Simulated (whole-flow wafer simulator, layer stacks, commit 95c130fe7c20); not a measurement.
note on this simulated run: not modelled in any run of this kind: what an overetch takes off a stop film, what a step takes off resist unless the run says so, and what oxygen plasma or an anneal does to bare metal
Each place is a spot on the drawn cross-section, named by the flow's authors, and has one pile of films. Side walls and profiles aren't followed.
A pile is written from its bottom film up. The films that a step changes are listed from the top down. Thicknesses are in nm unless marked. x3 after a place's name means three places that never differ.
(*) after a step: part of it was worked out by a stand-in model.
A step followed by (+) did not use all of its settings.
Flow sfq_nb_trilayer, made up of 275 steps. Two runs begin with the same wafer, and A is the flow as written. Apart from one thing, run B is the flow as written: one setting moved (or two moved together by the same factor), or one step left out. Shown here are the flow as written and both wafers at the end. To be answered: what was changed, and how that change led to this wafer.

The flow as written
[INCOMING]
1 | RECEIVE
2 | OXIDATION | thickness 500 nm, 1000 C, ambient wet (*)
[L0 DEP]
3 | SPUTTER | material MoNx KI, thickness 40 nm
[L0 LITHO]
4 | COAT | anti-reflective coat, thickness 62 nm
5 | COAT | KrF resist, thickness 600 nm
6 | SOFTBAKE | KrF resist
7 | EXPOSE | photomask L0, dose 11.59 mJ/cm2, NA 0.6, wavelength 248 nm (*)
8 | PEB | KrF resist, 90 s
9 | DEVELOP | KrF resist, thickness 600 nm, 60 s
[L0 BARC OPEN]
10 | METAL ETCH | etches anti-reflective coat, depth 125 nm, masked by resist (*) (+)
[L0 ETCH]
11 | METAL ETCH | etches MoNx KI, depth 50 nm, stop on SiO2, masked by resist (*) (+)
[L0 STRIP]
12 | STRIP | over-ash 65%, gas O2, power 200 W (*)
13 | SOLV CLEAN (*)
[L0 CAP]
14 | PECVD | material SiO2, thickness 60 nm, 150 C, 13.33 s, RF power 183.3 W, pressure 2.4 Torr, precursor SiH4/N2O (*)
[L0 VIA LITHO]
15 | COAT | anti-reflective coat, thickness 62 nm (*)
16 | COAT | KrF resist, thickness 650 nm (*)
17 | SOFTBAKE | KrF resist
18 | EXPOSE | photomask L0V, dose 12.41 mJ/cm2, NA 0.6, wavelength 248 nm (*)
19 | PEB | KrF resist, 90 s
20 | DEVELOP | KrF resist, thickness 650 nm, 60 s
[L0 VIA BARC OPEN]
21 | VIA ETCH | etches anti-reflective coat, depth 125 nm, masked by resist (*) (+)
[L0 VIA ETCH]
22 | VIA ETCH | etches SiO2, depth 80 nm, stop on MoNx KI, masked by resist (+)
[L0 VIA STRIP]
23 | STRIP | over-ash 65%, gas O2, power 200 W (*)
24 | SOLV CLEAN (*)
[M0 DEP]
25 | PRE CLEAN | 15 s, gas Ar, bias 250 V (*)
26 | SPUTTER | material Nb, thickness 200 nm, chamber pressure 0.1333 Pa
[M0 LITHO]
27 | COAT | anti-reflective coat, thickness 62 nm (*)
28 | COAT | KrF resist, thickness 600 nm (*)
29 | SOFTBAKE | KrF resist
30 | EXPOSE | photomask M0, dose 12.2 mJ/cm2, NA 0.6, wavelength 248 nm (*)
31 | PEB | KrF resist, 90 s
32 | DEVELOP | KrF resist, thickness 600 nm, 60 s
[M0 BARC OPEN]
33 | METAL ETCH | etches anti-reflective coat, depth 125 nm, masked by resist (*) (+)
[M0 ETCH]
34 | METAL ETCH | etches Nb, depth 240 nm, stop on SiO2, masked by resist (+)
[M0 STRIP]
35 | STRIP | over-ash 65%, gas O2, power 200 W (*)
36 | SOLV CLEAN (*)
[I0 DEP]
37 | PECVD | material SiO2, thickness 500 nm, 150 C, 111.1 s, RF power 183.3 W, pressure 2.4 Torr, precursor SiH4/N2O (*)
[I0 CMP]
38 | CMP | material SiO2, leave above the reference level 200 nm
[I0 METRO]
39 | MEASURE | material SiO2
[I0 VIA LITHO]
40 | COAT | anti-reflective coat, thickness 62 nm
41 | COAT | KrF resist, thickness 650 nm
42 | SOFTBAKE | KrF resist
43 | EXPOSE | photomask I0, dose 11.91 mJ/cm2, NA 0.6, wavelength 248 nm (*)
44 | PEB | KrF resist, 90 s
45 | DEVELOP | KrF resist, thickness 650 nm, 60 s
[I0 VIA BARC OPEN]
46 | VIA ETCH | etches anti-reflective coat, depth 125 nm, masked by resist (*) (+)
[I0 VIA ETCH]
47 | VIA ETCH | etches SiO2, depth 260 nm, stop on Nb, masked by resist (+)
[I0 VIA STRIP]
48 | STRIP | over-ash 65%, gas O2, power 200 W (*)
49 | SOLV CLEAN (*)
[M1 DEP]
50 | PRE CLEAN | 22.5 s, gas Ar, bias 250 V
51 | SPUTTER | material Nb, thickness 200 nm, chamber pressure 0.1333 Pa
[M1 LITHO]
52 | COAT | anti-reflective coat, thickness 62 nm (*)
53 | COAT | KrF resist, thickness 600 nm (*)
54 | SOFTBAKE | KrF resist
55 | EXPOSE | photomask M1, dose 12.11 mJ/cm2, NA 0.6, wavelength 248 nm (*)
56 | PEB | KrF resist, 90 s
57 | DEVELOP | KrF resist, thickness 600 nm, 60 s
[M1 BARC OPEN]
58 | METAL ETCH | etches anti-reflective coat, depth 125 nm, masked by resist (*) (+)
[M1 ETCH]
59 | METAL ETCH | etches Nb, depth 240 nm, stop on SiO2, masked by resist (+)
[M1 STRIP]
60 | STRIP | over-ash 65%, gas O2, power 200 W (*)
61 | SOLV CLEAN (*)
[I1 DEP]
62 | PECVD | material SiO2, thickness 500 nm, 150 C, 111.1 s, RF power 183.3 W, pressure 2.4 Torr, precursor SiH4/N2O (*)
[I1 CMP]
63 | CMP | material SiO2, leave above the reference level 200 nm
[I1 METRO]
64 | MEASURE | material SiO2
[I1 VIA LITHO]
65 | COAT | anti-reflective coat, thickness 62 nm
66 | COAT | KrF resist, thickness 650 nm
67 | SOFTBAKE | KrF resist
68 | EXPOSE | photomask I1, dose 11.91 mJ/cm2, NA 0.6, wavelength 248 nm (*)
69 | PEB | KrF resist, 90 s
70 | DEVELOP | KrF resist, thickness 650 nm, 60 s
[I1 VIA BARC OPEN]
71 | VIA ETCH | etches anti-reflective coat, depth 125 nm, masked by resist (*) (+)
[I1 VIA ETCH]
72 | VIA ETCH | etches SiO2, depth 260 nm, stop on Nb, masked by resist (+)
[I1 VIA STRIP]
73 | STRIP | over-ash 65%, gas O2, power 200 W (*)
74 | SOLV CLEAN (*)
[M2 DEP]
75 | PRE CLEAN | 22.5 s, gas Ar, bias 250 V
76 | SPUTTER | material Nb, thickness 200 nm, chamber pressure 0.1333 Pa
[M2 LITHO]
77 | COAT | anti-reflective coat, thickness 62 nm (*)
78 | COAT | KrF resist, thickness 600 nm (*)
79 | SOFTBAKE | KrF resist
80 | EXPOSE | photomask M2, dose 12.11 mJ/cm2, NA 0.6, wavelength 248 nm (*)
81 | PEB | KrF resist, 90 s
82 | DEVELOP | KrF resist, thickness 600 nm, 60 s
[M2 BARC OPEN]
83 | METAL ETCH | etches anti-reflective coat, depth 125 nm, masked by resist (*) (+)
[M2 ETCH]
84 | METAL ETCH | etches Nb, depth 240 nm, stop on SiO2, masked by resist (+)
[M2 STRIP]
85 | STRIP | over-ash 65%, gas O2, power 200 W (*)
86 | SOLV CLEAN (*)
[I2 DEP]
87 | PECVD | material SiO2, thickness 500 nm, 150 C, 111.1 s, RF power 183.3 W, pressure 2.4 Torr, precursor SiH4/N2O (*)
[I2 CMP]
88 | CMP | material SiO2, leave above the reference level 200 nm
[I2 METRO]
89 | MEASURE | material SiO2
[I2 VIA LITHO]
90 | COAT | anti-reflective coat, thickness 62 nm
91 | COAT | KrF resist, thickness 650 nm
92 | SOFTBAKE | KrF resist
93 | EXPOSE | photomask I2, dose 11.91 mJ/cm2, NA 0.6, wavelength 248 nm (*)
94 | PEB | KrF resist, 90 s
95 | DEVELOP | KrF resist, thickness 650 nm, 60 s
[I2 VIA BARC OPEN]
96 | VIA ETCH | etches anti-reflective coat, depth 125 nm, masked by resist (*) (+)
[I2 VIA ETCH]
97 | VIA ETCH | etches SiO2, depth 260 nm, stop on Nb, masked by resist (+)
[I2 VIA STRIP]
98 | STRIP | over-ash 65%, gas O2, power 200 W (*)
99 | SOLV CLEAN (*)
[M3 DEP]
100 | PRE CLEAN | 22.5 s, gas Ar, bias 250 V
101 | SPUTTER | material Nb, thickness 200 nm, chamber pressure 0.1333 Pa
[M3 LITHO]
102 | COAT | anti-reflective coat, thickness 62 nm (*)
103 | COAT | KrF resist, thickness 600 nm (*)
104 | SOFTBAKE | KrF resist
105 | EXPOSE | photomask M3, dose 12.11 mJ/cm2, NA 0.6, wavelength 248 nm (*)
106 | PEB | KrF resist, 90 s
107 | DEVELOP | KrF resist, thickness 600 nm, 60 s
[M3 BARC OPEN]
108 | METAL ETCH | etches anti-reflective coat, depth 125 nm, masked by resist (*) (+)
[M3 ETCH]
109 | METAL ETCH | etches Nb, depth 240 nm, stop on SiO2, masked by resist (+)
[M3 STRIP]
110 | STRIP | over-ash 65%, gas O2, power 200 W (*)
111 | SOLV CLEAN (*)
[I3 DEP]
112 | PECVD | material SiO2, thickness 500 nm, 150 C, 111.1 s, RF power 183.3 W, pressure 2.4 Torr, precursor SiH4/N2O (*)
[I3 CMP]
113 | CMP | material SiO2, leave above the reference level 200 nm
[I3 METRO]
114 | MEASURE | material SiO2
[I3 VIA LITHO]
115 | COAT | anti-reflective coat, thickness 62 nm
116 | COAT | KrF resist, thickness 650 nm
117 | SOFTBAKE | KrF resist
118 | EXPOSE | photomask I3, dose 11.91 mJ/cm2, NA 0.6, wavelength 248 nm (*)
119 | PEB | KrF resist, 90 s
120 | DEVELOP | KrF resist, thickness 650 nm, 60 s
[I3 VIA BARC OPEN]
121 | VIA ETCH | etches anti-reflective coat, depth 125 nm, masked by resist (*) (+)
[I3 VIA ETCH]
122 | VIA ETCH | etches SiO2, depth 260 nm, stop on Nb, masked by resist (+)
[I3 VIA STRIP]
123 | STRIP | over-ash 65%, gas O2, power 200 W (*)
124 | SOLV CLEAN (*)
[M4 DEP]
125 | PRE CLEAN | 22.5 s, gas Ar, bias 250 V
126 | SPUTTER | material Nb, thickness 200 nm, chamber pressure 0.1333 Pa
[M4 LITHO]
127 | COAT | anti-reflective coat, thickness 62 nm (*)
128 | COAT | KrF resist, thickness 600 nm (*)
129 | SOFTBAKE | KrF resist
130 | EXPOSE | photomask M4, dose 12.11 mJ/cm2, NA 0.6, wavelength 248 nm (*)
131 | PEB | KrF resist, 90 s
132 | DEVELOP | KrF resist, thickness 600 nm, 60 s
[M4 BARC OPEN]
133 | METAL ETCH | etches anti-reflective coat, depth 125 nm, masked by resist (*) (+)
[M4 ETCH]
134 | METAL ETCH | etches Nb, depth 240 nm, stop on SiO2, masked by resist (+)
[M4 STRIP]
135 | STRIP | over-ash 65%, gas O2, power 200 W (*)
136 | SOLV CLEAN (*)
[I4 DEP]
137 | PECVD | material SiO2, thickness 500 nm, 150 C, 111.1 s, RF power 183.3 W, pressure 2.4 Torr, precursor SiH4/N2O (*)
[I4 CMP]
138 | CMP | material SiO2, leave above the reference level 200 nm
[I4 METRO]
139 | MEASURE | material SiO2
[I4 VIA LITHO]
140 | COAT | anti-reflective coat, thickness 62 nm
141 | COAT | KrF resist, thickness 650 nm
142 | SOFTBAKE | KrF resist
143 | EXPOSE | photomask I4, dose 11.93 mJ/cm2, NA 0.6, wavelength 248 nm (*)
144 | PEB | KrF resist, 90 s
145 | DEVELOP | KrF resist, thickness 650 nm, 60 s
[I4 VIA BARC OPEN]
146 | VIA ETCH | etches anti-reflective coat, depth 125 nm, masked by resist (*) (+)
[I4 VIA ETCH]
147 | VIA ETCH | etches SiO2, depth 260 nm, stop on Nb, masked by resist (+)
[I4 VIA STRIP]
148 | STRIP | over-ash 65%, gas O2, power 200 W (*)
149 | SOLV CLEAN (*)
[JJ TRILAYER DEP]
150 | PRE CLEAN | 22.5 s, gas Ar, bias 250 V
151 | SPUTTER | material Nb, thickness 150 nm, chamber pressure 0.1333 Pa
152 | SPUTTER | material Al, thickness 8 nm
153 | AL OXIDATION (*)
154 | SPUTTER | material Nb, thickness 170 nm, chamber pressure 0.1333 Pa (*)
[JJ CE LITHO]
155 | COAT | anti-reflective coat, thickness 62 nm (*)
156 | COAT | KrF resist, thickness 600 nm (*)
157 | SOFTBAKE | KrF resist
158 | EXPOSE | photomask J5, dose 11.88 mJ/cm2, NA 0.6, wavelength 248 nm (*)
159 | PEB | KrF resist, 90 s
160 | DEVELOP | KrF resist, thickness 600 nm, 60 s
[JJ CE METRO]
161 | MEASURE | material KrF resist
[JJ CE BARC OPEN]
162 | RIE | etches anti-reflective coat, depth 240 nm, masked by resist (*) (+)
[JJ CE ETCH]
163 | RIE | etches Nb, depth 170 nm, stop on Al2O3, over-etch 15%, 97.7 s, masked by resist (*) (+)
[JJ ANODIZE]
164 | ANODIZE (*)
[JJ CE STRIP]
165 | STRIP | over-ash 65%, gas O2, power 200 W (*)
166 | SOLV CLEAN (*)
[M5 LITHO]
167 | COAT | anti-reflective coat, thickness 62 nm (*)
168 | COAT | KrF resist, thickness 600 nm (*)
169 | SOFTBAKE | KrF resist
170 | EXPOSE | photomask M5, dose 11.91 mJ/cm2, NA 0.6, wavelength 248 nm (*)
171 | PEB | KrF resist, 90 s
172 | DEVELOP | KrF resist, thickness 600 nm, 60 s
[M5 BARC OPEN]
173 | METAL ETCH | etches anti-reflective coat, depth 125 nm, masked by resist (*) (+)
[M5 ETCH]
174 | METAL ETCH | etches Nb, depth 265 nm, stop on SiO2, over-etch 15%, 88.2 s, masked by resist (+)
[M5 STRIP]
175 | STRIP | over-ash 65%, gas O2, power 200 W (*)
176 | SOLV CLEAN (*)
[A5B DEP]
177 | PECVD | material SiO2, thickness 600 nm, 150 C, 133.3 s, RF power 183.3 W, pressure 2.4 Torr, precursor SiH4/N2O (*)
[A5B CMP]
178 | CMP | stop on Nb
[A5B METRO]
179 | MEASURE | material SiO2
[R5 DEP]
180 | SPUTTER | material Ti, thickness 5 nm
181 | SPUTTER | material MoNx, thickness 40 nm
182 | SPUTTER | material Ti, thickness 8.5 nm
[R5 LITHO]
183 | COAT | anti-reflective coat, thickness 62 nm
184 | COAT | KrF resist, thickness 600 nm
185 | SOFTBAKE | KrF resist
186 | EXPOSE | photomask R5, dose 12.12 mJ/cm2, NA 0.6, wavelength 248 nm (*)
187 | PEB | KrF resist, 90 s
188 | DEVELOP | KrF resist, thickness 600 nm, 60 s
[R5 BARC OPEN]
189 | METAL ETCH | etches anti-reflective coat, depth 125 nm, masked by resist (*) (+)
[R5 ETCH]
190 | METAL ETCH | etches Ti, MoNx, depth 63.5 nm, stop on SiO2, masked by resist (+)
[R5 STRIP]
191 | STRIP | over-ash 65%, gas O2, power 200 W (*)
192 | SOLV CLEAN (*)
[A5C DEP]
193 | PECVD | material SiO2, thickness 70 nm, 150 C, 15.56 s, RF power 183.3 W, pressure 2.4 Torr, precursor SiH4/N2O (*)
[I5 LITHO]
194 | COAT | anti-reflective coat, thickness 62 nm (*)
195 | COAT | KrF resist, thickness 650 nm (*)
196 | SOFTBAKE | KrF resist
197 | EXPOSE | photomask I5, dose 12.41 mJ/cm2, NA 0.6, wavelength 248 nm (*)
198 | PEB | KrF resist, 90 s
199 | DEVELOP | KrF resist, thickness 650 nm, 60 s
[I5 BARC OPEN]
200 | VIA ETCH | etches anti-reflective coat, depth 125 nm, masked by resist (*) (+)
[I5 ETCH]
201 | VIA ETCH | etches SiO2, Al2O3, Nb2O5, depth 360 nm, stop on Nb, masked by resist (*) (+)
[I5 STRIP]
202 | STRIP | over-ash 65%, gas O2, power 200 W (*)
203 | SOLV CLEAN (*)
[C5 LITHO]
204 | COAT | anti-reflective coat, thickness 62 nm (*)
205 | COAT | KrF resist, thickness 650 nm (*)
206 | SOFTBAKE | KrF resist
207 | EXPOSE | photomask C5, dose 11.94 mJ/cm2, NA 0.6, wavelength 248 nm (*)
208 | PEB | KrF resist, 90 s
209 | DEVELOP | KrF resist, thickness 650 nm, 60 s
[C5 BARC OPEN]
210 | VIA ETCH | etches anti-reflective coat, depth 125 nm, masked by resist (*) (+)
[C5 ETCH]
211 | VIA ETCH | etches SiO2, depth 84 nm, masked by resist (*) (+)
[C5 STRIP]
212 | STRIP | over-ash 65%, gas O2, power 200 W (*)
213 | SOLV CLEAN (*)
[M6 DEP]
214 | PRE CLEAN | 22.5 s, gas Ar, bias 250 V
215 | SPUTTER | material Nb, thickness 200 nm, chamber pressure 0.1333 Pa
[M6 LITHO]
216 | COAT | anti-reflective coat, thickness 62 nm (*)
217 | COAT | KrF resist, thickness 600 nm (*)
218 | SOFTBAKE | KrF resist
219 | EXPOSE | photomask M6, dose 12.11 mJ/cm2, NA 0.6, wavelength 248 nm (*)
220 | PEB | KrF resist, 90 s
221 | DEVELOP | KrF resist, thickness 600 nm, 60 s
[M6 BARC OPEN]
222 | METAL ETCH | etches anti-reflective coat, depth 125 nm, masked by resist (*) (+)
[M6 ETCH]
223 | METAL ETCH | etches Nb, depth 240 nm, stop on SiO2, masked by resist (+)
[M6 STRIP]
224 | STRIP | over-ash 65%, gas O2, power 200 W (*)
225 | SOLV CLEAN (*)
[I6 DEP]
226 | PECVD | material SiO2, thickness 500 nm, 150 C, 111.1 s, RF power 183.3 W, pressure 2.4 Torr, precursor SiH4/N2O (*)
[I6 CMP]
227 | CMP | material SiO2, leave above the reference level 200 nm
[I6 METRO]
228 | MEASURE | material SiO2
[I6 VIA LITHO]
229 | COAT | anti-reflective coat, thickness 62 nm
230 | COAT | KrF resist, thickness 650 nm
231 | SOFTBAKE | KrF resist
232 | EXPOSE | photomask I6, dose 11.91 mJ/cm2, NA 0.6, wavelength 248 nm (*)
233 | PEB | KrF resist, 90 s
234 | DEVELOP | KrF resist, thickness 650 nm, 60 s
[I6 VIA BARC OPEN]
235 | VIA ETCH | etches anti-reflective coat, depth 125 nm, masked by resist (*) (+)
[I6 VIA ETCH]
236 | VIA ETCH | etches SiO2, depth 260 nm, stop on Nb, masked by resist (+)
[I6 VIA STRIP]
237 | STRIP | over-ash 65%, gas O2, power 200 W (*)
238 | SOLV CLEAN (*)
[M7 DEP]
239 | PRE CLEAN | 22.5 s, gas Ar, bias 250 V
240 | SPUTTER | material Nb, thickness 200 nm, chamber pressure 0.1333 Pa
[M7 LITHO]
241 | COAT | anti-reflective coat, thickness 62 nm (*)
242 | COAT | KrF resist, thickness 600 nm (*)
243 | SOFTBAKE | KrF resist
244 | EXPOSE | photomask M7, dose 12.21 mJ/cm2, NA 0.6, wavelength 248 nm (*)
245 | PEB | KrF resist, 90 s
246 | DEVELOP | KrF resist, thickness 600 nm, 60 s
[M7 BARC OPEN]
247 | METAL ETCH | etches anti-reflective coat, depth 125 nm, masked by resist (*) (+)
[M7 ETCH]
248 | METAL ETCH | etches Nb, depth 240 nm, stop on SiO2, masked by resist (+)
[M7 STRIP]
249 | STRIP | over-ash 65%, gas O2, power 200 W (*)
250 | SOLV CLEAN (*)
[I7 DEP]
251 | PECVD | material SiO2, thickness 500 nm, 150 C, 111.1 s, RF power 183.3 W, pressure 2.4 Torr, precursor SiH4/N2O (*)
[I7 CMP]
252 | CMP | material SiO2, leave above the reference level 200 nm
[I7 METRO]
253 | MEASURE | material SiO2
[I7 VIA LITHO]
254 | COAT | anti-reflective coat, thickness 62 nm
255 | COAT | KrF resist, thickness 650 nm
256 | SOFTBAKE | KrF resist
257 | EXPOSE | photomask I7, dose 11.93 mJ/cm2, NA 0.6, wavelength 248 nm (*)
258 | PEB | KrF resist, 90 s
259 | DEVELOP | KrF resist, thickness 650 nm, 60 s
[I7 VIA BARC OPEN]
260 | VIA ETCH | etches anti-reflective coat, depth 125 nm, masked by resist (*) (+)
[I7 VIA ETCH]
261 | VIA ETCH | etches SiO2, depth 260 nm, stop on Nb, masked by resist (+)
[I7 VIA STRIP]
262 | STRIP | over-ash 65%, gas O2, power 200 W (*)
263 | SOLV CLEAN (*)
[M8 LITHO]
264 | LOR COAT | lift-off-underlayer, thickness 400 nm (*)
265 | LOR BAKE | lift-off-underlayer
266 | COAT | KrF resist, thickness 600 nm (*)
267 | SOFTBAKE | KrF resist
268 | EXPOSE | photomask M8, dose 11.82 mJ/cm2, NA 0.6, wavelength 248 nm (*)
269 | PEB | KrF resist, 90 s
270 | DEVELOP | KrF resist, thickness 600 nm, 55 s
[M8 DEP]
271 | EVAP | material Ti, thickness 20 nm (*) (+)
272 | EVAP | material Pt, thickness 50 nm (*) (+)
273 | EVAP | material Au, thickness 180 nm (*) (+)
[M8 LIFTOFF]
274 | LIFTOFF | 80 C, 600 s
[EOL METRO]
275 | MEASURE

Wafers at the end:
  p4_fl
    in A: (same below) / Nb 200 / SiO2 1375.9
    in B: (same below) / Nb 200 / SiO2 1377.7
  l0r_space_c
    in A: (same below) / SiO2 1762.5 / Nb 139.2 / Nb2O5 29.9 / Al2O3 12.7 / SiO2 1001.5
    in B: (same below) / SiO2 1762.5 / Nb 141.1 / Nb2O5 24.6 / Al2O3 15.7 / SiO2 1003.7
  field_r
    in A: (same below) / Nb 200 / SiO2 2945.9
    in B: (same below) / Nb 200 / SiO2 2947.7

Cause: step 152, SPUTTER: thickness 9.8 nm was run, though the flow has thickness 8 nm.

How this came from the change, step by step:
  152 | SPUTTER | material Al, thickness 8 nm
      field_l, v_sur, via_sp and 100 more: A +8 Al (new film) | B +9.8 Al (new film)
      via_wl, via_wr: A +5.14 Al (new film) | B +6.29 Al (new film)
      (and at 1 other place as well)
  164 | ANODIZE (*)
      field_l, v_sur, via_sp and 96 more: A +12.2 Al2O3, +29.9 Nb2O5 (new film), -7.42 Al (all of it), -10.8 Nb | B +15.2 Al2O3, +24.6 Nb2O5 (new film), -9.22 Al (all of it), -8.86 Nb
      via_wl, via_wr: A +7.52 Al2O3 (new film), +39.2 Nb2O5 (new film), -4.56 Al (all of it), -14.1 Nb | B +9.43 Al2O3 (new film), +35.8 Nb2O5 (new film), -5.71 Al (all of it), -12.9 Nb
      (and at 1 other place as well)
  174 | METAL ETCH | etches Nb, depth 265 nm, stop on SiO2, over-etch 15%, 88.2 s, masked by resist (+)
      field_l, r_sur, res and 50 more: A -12.6 Al2O3 (all of it), -29.9 Nb2O5 (all of it), -139.2 Nb (all of it), -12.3 SiO2 | B -15.6 Al2O3 (all of it), -24.6 Nb2O5 (all of it), -141.1 Nb (all of it), -12.3 SiO2
  201 | VIA ETCH | etches SiO2, Al2O3, Nb2O5, depth 360 nm, stop on Nb, masked by resist (*) (+)
      be: A -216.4 SiO2 (all of it), -12.7 Al2O3 (all of it), -29.9 Nb2O5 (all of it) | B -218.6 SiO2 (all of it), -15.7 Al2O3 (all of it), -24.6 Nb2O5 (all of it)
